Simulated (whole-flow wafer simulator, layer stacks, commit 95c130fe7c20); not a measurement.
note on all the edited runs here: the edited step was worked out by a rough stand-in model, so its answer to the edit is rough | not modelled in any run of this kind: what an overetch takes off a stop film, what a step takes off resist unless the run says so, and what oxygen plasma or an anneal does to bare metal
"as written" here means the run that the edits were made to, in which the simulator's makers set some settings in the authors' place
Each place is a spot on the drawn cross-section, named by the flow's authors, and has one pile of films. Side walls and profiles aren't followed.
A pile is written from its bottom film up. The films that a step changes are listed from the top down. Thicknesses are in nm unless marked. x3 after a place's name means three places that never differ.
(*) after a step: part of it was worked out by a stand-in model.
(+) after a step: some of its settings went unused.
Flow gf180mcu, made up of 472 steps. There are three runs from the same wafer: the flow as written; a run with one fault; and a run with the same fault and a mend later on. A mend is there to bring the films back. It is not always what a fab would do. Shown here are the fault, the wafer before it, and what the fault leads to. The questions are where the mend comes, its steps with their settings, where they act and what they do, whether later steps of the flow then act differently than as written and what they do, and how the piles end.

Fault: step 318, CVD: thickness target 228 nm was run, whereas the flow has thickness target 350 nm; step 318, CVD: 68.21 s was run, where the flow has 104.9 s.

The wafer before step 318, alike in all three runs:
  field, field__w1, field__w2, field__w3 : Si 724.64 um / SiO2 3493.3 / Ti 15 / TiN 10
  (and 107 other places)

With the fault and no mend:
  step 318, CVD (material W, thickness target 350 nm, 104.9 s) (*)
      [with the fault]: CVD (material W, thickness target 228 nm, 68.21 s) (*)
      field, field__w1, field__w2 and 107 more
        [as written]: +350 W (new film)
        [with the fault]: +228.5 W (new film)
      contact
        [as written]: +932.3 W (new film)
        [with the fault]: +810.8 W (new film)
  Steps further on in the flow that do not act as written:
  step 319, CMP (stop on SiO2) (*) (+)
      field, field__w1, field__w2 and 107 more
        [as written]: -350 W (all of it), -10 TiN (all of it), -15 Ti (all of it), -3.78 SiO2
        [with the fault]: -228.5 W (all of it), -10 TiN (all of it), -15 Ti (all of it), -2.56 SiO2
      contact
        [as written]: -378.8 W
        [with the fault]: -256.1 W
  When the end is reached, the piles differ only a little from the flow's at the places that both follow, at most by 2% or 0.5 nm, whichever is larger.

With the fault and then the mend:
  After step 318 comes the mend.
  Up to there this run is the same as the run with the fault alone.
  step 318a, CVD (material W, thickness target 122 nm, 36.58 s) (the flow's step 318 again, with other settings)
      field, field__w1, field__w2 and 108 more
        +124 W
  None of the later steps of the flow differs from how it acts as written, at any place that is followed, by more than 2% or 0.5 nm, whichever is larger.
  When the end is reached, the piles differ only a little from the flow's at the places that both follow, at most by 2% or 0.5 nm, whichever is larger.
